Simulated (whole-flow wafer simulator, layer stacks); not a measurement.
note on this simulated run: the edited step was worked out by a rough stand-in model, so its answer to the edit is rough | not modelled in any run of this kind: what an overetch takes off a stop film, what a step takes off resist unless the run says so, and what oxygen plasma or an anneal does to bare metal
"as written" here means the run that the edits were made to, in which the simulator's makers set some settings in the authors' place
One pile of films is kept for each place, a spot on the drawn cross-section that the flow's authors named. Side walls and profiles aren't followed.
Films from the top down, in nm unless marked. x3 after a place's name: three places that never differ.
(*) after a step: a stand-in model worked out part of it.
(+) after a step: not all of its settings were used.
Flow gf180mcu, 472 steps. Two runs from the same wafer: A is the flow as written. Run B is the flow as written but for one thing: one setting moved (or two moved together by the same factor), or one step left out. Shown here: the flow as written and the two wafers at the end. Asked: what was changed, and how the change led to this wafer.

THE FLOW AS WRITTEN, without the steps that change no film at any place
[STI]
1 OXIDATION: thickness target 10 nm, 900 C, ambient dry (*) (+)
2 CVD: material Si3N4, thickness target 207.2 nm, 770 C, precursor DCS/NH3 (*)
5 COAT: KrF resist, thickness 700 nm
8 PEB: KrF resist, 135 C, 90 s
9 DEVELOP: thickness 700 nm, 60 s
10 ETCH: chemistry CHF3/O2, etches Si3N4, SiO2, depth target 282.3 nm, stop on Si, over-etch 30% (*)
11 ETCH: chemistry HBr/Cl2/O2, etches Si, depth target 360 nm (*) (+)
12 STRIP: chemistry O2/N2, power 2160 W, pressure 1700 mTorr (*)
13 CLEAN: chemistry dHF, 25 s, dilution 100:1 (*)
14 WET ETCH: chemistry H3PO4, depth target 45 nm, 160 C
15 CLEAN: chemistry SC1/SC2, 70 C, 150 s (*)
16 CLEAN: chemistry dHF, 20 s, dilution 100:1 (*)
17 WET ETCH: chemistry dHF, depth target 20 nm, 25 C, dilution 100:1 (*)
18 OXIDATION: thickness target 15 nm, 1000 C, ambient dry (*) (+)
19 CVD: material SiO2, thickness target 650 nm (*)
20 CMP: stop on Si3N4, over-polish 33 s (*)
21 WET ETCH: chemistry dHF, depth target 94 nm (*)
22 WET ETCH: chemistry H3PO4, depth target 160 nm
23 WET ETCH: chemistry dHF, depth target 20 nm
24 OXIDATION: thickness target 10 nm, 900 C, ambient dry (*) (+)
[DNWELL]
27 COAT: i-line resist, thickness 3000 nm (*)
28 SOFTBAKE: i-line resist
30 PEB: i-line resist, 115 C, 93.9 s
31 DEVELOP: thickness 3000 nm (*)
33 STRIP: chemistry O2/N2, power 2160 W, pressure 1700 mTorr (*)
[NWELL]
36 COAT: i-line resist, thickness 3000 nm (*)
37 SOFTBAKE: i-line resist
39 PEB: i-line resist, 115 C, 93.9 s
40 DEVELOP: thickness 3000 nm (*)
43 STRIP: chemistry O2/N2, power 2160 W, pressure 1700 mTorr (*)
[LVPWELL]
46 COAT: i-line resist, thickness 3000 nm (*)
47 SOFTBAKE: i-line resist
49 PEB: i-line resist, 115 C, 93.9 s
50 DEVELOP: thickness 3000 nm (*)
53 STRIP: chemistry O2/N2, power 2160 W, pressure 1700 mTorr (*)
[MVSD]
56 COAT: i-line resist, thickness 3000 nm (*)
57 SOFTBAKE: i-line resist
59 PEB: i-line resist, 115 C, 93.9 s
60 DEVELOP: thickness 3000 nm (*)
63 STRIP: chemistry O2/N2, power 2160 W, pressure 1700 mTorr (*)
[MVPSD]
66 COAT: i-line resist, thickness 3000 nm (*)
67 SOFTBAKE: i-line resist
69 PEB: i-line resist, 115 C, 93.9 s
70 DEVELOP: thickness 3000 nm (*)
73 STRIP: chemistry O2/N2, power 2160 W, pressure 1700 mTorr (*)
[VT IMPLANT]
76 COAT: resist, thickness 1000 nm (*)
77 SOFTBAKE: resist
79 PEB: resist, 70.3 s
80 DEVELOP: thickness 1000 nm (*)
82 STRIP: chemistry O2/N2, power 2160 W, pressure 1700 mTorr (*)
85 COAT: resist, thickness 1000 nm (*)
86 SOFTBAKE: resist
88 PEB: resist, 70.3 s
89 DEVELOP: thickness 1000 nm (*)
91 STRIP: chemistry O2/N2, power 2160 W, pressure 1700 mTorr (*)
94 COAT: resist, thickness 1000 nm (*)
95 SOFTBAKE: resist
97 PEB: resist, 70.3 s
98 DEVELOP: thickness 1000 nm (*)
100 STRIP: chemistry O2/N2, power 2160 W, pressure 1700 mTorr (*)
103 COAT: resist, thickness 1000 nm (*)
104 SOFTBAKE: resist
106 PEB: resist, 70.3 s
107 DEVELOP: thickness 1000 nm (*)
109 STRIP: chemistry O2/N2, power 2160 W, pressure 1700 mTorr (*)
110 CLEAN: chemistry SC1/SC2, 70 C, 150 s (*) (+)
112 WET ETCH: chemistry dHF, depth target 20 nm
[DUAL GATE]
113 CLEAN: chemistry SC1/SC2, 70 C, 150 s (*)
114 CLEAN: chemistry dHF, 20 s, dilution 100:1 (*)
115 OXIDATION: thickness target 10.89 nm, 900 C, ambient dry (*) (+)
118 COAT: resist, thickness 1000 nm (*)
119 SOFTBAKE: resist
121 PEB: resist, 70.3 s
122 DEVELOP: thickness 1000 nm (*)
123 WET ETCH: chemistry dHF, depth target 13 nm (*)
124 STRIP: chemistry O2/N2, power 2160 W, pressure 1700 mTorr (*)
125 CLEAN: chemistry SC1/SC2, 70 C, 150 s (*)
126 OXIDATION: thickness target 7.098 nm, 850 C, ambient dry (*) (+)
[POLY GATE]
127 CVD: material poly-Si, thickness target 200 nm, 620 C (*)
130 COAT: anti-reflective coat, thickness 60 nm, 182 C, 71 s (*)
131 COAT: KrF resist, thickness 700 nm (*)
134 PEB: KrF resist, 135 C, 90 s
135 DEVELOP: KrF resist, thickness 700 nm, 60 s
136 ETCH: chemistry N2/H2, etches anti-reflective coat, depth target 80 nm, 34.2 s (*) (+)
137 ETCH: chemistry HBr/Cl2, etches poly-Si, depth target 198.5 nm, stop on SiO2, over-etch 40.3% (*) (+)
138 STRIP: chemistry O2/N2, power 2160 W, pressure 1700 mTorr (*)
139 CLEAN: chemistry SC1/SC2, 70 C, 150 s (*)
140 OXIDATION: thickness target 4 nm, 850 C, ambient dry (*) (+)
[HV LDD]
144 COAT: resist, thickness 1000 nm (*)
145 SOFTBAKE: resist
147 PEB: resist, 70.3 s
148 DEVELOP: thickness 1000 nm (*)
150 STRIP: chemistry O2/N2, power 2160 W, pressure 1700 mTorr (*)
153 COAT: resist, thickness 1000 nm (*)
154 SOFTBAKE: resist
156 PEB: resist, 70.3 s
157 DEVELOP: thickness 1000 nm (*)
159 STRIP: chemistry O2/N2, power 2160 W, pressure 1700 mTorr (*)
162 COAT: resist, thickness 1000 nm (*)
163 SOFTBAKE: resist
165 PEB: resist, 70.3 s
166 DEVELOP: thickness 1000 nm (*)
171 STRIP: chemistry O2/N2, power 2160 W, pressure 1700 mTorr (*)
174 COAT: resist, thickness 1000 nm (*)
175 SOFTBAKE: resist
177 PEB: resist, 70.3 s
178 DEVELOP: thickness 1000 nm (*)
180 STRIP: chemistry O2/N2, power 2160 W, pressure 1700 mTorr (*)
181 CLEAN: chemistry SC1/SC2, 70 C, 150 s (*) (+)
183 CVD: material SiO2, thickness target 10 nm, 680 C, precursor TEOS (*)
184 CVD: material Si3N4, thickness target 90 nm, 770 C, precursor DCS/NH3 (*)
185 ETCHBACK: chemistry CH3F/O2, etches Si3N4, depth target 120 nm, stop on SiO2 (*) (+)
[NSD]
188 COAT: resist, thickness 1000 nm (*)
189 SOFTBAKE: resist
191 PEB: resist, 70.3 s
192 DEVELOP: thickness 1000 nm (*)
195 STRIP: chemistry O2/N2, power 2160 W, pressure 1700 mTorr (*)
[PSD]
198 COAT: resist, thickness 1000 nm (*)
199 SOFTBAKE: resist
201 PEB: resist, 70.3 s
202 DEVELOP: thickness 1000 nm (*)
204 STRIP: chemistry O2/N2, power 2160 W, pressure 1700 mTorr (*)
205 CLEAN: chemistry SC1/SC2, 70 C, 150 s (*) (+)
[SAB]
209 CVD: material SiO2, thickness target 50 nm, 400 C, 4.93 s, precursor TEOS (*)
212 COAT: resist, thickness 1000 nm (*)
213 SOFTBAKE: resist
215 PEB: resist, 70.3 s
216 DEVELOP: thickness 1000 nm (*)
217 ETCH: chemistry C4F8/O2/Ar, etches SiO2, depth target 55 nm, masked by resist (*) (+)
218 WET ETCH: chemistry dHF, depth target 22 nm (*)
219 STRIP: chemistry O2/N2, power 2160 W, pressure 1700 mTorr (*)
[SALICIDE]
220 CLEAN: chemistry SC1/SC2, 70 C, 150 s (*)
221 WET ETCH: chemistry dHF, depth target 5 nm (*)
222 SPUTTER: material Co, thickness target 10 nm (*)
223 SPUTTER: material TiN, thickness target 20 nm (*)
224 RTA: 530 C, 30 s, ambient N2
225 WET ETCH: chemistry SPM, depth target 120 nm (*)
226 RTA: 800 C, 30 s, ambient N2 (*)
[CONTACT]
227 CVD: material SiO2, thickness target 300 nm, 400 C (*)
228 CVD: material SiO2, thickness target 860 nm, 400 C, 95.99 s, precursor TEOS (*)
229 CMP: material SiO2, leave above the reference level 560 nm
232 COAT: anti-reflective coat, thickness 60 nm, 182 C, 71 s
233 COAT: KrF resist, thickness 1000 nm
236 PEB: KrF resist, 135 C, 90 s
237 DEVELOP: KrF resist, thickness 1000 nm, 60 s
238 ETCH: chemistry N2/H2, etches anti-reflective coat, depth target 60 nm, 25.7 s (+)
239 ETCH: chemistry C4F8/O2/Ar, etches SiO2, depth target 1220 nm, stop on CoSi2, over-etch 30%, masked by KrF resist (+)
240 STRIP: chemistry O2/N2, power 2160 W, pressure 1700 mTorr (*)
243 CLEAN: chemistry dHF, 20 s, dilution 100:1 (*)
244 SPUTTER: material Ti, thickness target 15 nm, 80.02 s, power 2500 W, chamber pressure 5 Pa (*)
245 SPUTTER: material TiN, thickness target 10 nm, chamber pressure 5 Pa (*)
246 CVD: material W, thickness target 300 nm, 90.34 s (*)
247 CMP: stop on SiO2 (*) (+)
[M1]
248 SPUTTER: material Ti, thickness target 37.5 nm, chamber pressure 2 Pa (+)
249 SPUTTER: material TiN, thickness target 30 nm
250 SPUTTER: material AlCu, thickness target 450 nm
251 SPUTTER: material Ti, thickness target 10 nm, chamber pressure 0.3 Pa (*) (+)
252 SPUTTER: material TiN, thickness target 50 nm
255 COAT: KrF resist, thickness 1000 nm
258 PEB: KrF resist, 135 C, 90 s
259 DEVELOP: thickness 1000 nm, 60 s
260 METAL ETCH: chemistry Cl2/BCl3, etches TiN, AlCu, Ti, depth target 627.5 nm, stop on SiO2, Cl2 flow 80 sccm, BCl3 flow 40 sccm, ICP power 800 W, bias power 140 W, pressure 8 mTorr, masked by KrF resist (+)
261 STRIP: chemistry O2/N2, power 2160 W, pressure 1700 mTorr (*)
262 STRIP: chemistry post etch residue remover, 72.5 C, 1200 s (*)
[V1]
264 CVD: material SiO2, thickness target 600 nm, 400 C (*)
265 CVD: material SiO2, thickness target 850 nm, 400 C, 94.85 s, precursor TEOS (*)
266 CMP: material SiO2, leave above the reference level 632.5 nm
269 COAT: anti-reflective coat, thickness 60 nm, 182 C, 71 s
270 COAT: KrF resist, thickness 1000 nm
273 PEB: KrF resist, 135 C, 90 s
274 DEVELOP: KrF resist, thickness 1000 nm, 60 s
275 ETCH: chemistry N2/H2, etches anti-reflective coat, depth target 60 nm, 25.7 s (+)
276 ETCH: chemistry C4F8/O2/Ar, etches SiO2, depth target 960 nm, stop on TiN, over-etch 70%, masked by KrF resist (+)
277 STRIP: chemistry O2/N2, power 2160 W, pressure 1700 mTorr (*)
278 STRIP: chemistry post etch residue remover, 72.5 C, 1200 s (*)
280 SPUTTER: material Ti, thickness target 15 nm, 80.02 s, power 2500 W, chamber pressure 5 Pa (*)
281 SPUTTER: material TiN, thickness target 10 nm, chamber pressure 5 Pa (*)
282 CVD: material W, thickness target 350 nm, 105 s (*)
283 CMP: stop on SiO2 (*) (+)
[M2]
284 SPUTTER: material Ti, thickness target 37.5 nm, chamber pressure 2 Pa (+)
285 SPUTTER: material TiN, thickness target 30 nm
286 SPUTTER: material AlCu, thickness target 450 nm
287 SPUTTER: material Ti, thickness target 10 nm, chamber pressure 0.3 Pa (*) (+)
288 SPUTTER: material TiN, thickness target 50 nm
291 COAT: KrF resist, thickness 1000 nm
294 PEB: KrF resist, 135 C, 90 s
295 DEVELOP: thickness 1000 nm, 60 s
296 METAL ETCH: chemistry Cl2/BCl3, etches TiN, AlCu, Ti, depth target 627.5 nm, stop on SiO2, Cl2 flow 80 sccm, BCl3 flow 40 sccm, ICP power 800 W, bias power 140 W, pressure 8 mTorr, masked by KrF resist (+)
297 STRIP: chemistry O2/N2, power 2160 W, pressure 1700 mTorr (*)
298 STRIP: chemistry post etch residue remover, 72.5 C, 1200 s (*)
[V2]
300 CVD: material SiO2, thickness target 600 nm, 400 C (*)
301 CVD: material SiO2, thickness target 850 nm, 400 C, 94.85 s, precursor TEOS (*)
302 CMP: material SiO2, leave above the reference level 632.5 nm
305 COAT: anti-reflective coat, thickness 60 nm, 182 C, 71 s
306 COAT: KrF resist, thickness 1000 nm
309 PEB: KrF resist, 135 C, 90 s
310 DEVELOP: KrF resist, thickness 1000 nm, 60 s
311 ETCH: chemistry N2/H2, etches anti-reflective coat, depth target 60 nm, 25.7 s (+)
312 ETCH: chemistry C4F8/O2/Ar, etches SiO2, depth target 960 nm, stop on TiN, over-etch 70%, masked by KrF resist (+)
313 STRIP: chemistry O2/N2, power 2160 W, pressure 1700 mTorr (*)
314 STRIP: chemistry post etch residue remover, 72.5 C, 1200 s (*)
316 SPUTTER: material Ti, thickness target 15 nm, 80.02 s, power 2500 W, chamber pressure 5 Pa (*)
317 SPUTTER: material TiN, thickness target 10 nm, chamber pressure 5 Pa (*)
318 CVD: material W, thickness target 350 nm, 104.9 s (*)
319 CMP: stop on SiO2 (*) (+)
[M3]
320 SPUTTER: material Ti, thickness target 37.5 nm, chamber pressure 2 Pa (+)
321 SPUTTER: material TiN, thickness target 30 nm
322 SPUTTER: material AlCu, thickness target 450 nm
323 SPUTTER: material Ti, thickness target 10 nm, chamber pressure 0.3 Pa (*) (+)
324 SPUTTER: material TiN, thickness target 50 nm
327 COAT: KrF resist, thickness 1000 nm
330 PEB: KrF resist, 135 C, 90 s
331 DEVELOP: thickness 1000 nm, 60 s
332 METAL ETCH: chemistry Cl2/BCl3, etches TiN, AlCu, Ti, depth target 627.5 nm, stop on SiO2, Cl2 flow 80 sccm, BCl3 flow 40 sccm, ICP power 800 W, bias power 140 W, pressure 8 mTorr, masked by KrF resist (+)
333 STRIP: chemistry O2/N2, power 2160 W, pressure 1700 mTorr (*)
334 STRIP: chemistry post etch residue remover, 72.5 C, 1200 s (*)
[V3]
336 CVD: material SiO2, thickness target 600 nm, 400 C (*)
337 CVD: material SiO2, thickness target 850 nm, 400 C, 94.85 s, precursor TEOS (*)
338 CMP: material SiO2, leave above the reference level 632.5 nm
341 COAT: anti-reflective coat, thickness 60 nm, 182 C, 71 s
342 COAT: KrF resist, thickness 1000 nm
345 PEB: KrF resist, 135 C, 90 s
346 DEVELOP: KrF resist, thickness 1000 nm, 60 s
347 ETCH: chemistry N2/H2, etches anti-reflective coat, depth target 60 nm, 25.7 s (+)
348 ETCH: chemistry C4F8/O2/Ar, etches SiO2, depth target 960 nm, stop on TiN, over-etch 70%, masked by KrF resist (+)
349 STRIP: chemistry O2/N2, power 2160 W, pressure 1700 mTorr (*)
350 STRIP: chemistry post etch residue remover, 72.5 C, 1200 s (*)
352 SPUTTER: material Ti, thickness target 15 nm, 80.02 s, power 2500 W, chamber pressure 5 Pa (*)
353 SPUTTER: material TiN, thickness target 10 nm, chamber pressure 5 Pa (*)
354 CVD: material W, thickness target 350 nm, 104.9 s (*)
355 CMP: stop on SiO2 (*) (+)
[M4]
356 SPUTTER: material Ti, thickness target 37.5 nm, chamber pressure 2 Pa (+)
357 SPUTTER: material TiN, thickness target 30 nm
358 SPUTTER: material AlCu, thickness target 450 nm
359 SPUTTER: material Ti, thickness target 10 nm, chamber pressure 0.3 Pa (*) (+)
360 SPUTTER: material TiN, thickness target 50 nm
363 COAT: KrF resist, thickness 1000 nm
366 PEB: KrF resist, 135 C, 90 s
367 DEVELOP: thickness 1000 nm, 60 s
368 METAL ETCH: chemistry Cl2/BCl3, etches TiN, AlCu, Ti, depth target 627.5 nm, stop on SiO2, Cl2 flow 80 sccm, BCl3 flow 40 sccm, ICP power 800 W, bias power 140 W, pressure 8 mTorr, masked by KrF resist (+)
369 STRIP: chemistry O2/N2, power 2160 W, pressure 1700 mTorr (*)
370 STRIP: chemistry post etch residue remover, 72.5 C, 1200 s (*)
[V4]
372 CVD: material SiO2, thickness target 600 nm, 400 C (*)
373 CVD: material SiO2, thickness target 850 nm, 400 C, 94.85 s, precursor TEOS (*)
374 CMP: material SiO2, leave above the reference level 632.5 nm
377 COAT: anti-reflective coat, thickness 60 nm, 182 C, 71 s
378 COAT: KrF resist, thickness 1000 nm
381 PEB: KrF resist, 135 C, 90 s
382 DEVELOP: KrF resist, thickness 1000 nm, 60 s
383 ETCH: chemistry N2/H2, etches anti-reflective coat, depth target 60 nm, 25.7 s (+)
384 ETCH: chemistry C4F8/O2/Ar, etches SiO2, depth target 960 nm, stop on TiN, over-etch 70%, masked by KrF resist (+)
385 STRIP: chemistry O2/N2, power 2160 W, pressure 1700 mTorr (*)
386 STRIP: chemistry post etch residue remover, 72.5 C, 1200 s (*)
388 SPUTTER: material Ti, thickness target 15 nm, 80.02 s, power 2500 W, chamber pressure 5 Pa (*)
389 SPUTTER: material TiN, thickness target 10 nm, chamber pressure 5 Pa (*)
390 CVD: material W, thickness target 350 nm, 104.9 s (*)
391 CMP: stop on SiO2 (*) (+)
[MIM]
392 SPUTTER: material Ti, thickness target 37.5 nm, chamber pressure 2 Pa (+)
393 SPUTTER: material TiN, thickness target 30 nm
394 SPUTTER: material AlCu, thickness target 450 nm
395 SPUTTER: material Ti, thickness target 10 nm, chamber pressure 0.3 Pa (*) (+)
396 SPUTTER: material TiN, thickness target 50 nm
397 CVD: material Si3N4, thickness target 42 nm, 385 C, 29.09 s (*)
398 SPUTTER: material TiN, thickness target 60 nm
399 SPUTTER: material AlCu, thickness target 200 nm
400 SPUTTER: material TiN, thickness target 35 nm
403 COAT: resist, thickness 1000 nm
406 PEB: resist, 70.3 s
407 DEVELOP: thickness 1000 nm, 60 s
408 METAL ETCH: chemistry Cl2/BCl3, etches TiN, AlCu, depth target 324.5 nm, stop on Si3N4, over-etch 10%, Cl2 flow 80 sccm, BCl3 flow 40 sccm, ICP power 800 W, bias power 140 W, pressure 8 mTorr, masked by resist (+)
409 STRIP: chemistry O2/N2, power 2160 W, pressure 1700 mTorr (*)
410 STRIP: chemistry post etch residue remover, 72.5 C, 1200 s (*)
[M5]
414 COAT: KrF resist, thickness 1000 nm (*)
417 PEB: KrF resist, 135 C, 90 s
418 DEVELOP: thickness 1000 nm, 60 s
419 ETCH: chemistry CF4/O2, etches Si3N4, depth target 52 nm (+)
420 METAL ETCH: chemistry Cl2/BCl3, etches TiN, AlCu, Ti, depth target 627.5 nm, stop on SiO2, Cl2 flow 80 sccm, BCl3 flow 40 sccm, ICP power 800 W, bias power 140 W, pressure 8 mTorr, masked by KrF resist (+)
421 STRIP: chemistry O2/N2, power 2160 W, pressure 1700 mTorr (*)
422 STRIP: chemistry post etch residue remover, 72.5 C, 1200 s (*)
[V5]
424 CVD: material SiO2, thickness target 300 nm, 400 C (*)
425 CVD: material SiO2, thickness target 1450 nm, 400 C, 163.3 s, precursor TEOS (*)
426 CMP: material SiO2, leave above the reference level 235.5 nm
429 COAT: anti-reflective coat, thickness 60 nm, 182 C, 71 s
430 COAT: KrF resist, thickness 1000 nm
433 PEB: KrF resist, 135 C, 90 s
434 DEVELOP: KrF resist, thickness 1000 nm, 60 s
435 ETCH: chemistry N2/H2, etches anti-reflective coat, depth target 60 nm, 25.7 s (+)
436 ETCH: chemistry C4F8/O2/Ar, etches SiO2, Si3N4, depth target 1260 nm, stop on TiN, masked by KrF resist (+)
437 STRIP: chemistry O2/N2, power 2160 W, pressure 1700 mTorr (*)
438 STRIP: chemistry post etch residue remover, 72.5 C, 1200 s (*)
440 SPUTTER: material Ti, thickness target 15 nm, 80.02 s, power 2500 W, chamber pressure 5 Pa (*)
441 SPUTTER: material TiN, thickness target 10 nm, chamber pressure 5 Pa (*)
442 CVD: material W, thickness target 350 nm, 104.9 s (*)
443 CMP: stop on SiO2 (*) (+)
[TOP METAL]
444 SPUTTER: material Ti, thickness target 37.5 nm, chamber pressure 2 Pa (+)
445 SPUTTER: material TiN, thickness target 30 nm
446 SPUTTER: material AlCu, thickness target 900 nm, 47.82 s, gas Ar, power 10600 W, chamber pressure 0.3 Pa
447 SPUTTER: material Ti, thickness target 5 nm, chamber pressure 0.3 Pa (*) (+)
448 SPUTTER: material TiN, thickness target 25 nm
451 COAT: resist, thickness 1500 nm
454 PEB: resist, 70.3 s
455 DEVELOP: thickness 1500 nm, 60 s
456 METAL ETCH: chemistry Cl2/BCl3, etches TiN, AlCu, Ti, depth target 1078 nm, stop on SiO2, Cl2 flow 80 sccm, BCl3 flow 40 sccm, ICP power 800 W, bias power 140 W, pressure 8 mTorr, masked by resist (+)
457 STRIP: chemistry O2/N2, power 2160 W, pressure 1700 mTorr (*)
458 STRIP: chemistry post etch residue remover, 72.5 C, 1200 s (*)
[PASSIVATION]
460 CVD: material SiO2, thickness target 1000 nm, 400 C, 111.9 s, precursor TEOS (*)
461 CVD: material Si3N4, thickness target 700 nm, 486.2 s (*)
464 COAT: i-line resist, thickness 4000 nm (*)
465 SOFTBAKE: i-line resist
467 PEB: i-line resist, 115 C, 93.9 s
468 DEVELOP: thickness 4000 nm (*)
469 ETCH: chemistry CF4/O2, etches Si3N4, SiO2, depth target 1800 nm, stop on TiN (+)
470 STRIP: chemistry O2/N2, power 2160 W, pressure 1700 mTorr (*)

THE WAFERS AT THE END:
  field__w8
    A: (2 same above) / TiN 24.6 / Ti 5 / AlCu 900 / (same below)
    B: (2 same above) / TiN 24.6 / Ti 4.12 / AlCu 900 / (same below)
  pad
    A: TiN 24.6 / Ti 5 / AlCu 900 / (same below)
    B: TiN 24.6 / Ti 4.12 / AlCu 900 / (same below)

The cause: step 447, SPUTTER: thickness target 4.12 nm was run, where the flow has thickness target 5 nm.
It can be read off the wafer: field__w8 has Ti 4.12, and step 447 as written asks for 5 nm.

How the change led to this, step by step:
  447 SPUTTER: material Ti, thickness target 5 nm, chamber pressure 0.3 Pa (*) (+)
      field, field__w1, field__w2 and 109 more: A Ti +5 (new film) | B Ti +4.12 (new film)
  456 METAL ETCH: chemistry Cl2/BCl3, etches TiN, AlCu, Ti, depth target 1078 nm, stop on SiO2, Cl2 flow 80 sccm, BCl3 flow 40 sccm, ICP power 800 W, bias power 140 W, pressure 8 mTorr, masked by resist (+)
      field, field__w1, field__w2 and 103 more: A TiN -25 (all of it), Ti -5 (all of it), AlCu -900 (all of it), TiN -30 (all of it), Ti -37.5 (all of it) | B TiN -25 (all of it), Ti -4.12 (all of it), AlCu -900 (all of it), TiN -30 (all of it), Ti -37.5 (all of it)
